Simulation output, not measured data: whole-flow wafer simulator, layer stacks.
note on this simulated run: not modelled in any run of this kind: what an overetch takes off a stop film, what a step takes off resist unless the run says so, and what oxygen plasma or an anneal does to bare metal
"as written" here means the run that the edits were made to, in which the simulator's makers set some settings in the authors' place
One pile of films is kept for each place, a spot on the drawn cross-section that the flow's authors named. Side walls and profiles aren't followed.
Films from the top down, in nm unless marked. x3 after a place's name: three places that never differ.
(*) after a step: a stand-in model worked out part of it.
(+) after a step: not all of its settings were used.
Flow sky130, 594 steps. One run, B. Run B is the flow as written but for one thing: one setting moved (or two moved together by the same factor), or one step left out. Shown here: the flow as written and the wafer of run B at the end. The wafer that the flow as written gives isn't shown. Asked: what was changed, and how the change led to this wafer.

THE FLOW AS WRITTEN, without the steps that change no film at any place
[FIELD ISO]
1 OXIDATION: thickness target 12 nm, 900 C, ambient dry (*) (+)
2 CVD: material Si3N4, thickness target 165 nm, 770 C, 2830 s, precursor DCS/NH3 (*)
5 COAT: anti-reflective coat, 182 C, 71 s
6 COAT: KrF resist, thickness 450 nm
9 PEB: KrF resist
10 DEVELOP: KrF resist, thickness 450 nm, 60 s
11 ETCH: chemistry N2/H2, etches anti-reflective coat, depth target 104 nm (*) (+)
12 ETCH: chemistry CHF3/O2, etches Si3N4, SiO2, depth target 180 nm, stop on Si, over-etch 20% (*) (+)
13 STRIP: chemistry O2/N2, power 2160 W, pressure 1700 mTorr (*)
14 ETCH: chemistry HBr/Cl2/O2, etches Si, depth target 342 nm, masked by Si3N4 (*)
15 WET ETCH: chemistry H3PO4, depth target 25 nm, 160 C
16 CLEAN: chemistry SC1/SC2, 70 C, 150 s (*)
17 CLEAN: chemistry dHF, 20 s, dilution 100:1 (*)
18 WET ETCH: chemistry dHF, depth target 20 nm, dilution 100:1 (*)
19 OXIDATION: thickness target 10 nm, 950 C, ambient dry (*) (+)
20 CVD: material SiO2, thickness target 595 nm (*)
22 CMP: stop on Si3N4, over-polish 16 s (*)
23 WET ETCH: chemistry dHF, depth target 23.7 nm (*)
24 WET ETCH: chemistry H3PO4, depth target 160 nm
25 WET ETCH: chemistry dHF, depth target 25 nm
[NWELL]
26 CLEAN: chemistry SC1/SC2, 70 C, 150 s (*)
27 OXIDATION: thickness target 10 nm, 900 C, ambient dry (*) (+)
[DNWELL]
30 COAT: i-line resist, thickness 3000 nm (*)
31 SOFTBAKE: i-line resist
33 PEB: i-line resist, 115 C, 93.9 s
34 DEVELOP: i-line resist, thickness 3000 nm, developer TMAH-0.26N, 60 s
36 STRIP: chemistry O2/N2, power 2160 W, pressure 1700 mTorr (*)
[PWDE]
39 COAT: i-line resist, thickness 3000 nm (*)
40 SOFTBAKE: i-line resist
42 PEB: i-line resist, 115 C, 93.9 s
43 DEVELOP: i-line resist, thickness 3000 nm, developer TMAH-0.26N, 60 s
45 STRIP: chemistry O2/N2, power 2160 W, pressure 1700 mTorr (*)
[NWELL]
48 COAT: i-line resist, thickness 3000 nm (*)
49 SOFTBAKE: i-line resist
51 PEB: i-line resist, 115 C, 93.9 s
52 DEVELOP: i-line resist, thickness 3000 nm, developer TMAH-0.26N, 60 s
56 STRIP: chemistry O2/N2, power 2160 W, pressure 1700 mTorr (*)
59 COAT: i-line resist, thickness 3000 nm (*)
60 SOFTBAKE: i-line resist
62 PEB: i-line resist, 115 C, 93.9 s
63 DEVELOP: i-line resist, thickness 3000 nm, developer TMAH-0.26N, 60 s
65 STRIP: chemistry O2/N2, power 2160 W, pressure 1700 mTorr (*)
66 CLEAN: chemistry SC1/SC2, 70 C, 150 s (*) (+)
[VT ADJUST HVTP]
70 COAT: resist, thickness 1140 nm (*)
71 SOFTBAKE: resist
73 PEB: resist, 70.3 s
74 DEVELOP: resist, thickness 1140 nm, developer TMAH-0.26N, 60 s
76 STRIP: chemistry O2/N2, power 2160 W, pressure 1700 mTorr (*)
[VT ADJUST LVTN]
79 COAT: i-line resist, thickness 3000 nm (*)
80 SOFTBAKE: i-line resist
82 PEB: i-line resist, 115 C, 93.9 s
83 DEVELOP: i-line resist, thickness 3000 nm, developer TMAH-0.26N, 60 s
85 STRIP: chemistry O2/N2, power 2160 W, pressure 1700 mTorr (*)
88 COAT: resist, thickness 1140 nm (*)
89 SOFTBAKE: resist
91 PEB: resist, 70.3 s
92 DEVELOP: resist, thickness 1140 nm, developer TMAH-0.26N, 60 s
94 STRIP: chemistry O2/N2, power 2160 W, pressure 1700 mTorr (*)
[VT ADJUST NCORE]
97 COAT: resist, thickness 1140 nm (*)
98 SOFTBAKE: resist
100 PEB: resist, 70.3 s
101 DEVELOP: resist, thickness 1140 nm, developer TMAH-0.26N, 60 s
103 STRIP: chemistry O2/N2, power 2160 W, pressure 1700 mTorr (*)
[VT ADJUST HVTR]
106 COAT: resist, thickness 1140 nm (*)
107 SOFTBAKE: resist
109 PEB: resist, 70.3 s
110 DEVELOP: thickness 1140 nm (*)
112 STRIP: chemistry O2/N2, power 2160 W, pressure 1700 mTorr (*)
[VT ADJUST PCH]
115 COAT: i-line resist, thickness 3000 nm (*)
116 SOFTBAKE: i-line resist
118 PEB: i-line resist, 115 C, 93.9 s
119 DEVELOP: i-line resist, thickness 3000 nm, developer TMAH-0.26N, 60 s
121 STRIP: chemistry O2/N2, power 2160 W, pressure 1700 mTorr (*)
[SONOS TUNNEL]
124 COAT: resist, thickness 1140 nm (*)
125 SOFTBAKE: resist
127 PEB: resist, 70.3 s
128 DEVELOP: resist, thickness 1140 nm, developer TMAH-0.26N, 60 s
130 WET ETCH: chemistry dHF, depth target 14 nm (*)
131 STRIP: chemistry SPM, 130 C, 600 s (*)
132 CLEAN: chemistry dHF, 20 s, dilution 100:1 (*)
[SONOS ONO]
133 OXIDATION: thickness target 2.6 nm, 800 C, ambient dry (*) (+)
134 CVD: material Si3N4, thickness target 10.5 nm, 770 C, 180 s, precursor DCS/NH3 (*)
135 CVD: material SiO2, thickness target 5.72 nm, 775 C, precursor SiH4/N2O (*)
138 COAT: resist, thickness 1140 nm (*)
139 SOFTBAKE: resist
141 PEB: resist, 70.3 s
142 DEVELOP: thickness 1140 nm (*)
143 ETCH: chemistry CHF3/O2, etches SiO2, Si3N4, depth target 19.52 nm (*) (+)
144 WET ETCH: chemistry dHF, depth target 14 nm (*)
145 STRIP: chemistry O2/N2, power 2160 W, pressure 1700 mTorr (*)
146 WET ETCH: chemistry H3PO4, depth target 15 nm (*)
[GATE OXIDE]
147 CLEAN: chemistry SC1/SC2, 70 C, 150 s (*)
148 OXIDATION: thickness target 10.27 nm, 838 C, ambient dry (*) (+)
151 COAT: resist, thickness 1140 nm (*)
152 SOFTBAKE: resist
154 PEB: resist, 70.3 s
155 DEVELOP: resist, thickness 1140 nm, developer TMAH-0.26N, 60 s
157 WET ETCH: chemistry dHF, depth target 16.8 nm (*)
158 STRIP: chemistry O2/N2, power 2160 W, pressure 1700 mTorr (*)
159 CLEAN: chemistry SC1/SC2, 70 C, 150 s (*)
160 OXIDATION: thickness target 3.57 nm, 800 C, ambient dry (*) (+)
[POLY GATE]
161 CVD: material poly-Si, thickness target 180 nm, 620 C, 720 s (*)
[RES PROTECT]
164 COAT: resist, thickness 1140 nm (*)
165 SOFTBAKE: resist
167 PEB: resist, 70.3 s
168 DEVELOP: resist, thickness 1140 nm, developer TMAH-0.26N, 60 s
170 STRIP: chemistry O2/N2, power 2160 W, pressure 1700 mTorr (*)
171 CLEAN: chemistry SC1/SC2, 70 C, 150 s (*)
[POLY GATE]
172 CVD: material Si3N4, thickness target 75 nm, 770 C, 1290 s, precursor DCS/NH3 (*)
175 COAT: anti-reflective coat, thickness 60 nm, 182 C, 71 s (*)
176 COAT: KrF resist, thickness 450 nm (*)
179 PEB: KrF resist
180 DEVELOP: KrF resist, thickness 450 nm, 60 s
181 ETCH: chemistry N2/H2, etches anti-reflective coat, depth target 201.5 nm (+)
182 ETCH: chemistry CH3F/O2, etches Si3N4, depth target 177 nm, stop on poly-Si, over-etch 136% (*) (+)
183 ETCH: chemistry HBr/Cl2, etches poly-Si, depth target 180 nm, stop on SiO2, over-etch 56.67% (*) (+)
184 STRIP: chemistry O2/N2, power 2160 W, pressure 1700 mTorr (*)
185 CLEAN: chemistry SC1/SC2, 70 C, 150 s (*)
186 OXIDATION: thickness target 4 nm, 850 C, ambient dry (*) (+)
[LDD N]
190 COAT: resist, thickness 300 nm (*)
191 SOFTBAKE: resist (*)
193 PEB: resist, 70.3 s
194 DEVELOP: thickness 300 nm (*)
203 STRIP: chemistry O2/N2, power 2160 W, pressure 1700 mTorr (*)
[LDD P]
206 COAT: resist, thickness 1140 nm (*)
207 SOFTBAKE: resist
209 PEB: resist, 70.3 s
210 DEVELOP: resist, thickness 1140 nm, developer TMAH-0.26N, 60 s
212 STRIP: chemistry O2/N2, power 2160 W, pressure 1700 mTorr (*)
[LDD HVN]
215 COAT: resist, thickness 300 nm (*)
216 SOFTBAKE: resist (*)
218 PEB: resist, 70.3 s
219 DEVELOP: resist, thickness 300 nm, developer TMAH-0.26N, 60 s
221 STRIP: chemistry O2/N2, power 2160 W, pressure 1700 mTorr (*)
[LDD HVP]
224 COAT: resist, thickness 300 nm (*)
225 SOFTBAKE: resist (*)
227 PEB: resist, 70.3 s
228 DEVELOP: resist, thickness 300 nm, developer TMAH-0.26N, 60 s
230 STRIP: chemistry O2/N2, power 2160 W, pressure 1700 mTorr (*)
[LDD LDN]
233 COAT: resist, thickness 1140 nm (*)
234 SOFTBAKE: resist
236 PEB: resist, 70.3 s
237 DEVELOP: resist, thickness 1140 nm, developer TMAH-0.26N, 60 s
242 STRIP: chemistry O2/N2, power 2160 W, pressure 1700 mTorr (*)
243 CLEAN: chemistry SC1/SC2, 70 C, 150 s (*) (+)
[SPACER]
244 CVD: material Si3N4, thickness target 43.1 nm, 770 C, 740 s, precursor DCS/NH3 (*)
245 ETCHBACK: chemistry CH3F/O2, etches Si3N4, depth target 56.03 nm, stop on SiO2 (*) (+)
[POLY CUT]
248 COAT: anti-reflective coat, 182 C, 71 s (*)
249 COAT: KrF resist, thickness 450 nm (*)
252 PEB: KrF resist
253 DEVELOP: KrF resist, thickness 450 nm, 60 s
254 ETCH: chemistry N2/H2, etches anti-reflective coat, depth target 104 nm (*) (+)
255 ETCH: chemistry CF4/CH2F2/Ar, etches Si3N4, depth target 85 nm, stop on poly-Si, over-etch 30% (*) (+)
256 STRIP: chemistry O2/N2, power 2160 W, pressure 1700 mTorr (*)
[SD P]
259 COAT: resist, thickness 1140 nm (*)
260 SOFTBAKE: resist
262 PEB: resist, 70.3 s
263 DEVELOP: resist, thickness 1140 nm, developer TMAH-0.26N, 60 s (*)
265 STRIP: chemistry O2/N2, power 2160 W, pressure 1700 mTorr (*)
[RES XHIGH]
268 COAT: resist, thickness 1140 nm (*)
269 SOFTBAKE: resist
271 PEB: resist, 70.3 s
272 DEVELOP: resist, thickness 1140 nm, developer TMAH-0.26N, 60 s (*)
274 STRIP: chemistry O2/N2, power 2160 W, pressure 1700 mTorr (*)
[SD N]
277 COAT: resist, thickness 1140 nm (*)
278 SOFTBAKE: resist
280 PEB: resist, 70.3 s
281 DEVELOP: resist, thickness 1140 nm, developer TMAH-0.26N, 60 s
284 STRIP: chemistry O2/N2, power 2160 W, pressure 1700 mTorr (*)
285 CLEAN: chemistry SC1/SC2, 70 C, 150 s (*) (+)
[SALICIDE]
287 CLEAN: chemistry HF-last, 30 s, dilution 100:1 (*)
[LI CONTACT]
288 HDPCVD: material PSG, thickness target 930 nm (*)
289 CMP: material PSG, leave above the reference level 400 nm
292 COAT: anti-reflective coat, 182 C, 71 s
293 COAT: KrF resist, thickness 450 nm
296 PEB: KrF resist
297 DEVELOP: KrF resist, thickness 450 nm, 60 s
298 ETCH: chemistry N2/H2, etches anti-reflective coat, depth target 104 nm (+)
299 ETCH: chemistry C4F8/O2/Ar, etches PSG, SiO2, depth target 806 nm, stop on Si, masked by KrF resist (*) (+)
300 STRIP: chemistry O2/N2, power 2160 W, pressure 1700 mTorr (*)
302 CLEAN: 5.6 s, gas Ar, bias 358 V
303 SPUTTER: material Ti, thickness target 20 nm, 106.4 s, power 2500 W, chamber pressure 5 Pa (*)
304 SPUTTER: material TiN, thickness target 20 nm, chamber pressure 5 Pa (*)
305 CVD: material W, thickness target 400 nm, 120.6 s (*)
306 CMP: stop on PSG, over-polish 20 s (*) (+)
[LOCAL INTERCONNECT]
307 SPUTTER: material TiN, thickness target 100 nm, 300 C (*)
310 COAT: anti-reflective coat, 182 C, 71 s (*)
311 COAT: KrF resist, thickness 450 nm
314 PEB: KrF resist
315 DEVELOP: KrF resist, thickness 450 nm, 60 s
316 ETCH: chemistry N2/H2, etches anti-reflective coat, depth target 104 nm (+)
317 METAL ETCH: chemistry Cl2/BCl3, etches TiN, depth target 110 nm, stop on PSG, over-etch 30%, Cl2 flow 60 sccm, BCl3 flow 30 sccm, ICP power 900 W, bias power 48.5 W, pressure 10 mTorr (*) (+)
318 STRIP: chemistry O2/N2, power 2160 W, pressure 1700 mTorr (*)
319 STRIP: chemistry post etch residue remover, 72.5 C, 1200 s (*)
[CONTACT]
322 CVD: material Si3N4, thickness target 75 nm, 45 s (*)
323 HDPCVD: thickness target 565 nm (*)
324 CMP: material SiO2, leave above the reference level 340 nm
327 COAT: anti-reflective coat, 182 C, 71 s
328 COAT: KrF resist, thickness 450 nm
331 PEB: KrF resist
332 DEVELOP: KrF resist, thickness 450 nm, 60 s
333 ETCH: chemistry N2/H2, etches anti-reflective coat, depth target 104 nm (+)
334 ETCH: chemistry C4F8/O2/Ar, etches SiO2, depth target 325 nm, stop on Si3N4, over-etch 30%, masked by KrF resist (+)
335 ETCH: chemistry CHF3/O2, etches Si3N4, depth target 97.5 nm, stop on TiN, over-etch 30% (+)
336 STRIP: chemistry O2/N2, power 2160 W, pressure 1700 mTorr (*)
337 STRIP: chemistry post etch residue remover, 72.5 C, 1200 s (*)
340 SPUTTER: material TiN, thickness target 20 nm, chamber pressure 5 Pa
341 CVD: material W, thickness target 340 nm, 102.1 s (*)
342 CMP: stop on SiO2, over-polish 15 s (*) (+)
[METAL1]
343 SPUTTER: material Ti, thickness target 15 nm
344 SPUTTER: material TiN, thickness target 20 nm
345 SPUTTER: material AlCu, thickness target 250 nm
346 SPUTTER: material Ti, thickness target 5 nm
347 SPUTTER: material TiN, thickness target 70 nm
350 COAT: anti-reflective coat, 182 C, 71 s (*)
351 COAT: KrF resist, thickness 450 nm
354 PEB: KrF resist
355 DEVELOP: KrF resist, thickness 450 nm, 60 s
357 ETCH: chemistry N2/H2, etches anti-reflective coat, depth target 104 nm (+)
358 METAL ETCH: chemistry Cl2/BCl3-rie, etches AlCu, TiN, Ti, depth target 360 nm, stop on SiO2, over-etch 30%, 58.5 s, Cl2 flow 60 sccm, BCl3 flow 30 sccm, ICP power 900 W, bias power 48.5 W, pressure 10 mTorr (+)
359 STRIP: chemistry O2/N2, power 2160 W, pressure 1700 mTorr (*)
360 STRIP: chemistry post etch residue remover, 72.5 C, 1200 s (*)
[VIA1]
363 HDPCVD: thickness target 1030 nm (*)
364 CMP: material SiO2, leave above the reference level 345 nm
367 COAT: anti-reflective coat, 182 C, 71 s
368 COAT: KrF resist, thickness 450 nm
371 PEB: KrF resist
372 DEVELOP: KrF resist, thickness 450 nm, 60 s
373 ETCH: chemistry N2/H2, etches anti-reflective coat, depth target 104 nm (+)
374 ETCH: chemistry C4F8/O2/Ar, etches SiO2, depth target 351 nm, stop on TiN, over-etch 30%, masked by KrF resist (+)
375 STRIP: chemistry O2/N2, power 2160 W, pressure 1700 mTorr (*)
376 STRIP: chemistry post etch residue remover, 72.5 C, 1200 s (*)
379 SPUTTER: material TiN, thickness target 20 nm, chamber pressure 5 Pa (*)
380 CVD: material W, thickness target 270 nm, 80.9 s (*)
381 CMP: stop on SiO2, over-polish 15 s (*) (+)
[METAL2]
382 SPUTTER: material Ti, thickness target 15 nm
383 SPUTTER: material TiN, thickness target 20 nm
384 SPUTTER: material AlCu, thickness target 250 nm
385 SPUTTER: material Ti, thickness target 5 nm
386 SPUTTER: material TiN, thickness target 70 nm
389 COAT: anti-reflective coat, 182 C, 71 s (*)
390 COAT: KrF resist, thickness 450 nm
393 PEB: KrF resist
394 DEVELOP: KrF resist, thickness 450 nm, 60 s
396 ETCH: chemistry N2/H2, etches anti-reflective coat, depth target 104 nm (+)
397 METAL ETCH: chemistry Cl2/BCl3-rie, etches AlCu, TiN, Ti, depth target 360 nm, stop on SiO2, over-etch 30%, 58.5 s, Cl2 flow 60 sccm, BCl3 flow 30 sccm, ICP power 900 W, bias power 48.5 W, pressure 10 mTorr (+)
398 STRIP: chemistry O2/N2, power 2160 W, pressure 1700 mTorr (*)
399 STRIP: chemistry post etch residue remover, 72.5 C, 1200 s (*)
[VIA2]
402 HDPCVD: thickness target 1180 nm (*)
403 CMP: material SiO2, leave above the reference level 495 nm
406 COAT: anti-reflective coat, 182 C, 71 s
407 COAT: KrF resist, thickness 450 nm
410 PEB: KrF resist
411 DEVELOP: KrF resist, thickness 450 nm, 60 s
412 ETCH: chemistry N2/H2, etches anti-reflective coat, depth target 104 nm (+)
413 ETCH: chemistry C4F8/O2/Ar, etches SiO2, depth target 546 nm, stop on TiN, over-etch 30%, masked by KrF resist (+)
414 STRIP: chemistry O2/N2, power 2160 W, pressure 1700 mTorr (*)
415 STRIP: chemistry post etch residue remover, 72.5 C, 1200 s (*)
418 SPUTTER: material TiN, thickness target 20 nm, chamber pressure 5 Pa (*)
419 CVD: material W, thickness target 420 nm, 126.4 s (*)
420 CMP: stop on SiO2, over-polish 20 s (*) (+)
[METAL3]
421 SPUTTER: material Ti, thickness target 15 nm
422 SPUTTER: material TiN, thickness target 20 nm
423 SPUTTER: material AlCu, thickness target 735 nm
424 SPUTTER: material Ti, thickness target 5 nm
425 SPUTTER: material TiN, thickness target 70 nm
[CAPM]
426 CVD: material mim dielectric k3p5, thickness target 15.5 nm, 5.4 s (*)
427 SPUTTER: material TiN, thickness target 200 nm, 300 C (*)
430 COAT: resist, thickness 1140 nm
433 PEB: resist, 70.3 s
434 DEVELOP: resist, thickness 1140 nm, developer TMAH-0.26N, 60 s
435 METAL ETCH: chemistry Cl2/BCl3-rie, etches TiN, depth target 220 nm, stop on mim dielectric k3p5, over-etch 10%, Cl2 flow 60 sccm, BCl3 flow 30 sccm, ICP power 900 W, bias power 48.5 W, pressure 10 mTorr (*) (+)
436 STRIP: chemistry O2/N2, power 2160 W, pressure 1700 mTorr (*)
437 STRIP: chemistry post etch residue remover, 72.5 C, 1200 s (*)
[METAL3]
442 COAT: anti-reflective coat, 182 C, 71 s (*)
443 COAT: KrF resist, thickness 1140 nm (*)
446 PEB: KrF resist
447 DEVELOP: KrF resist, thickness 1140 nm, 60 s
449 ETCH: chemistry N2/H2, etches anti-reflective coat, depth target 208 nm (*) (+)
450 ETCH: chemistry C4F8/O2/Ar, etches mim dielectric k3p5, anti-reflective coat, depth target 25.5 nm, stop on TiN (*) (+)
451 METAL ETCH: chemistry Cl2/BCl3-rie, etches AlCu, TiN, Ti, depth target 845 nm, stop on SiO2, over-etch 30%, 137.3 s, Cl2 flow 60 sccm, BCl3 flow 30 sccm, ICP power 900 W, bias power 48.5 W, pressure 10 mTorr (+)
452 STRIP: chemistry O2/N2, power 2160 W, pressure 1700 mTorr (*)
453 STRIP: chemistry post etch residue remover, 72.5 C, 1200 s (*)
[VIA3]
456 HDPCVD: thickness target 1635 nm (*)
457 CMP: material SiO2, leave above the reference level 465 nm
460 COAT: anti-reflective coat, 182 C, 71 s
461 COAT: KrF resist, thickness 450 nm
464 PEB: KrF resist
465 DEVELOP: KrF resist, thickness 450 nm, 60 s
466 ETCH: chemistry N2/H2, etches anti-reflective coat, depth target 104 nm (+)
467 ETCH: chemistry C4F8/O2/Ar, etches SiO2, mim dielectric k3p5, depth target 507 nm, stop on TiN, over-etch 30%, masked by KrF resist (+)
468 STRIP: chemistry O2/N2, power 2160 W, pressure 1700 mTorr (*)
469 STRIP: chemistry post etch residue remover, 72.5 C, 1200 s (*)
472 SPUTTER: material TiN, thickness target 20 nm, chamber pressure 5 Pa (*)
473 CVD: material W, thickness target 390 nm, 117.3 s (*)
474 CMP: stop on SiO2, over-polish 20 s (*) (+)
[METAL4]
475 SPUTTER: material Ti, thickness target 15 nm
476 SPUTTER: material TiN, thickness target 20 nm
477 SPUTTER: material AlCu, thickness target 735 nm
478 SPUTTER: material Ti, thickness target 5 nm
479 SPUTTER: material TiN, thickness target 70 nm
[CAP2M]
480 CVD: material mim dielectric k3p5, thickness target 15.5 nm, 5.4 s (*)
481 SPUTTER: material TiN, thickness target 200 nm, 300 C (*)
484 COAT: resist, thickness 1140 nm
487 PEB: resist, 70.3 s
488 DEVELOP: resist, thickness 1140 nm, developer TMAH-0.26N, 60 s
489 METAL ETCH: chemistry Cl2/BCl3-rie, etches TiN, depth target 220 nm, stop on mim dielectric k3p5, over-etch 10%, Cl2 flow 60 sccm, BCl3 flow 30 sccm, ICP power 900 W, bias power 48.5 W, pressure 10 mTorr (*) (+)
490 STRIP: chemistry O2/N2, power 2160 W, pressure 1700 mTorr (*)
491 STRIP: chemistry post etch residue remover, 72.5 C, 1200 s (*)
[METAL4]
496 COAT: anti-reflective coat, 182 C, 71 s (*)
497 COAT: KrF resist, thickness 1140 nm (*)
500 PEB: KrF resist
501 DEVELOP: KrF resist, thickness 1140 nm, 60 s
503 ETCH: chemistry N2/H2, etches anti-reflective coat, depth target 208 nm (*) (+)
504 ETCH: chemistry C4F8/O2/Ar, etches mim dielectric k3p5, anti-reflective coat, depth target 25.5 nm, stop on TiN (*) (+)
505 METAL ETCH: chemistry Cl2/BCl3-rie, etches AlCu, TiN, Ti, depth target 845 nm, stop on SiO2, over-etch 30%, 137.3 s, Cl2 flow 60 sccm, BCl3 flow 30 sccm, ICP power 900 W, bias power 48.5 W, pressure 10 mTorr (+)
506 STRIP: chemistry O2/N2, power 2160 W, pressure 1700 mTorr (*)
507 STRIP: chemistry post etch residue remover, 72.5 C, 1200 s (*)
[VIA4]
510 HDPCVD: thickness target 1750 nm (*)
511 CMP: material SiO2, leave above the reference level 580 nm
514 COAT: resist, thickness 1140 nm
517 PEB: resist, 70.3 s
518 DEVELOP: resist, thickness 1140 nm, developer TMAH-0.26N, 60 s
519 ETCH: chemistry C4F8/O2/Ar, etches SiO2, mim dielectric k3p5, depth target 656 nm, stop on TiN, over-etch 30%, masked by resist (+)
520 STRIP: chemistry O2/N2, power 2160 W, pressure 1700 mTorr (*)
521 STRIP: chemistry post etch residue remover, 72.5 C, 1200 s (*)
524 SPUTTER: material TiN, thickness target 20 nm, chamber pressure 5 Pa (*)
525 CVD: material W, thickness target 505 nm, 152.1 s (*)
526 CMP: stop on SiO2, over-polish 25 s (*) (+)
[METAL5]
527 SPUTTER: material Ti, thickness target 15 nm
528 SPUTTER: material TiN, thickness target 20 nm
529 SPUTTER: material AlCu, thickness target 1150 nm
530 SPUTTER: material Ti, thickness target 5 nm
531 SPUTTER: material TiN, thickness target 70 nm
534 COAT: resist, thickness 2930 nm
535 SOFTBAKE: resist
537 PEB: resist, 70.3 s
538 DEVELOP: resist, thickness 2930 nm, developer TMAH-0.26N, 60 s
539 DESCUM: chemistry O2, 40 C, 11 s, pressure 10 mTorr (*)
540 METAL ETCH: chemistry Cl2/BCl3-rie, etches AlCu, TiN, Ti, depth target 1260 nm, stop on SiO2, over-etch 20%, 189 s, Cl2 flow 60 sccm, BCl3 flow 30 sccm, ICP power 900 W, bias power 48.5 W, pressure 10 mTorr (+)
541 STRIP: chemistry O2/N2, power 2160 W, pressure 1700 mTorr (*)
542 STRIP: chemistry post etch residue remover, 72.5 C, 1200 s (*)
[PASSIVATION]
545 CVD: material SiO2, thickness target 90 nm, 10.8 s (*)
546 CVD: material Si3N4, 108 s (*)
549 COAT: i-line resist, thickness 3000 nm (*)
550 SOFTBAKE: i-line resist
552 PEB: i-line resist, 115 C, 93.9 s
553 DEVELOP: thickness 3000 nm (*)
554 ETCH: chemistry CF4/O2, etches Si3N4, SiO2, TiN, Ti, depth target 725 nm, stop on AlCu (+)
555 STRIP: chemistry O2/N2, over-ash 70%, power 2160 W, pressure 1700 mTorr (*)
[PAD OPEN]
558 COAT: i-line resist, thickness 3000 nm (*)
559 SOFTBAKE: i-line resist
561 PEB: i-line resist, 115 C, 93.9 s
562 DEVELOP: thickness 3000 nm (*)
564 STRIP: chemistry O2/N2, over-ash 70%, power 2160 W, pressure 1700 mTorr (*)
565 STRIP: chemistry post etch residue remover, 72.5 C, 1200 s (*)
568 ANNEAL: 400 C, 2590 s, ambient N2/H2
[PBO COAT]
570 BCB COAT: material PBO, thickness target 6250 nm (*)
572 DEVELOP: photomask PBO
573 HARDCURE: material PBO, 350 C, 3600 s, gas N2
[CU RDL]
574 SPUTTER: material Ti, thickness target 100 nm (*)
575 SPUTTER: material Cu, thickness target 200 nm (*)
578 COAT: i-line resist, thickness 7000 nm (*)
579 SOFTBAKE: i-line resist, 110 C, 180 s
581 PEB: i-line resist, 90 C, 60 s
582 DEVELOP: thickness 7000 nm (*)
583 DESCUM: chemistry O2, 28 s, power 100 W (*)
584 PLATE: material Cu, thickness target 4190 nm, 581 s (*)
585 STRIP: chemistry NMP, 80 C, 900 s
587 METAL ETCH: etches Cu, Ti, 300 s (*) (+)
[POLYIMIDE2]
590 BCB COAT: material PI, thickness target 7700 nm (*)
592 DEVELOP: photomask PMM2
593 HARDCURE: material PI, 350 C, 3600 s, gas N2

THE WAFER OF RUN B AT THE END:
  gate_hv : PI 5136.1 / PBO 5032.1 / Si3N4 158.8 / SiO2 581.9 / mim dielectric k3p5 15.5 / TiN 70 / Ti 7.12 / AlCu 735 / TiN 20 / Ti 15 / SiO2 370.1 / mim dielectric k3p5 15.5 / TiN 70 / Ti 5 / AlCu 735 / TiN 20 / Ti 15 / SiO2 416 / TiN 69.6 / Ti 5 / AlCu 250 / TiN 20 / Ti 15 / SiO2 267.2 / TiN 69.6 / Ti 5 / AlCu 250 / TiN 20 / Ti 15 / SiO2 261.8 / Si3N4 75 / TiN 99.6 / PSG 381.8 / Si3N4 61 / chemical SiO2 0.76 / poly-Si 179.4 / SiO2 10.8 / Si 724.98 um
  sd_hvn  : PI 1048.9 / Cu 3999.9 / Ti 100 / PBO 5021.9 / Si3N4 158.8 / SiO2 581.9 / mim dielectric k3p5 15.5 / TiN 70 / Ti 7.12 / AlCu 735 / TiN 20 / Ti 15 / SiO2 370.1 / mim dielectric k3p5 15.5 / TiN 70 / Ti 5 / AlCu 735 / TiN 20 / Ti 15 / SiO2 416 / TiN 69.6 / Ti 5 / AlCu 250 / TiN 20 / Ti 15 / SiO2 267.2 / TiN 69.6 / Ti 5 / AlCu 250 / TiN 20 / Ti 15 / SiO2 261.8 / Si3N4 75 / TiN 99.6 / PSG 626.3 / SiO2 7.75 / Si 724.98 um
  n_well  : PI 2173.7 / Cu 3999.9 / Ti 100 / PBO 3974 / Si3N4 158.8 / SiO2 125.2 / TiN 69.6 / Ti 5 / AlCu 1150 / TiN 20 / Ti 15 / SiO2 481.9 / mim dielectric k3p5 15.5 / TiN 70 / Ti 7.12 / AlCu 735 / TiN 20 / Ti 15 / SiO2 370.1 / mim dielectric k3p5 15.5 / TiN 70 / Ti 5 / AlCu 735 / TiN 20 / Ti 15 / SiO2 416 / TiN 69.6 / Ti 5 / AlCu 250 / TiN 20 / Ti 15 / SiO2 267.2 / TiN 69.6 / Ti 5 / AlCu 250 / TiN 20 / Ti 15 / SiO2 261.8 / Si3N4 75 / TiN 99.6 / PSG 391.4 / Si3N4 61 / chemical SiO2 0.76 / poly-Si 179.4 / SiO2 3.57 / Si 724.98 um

The cause: step 478, SPUTTER: thickness target 7.12 nm was run, where the flow has thickness target 5 nm.
It can be read off the wafer: gate_hv has Ti 7.12, and step 478 as written asks for 5 nm.

How the change led to this, step by step:
  478 SPUTTER: material Ti, thickness target 5 nm
      field, active, n_well and 189 more: Ti +7.12 (new film) (as written it would be: Ti +5 (new film))
  505 METAL ETCH: chemistry Cl2/BCl3-rie, etches AlCu, TiN, Ti, depth target 845 nm, stop on SiO2, over-etch 30%, 137.3 s, Cl2 flow 60 sccm, BCl3 flow 30 sccm, ICP power 900 W, bias power 48.5 W, pressure 10 mTorr (+)
      field, gate, spacer and 68 more: TiN -70 (all of it), Ti -7.12 (all of it), AlCu -735 (all of it), TiN -20 (all of it), Ti -15 (all of it), SiO2 -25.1 (as written it would be: TiN -70 (all of it), Ti -5 (all of it), AlCu -735 (all of it), TiN -20 (all of it), Ti -15 (all of it), SiO2 -25.4)
      active, vpp_iso1, mim_edge_plate and 14 more: TiN -70 (all of it), Ti -7.12 (all of it), AlCu -735 (all of it), TiN -20 (all of it), Ti -15 (all of it), SiO2 -25.1 (as written it would be: TiN -70 (all of it), Ti -5 (all of it), AlCu -735 (all of it), TiN -20 (all of it), Ti -15 (all of it), SiO2 -25.3)
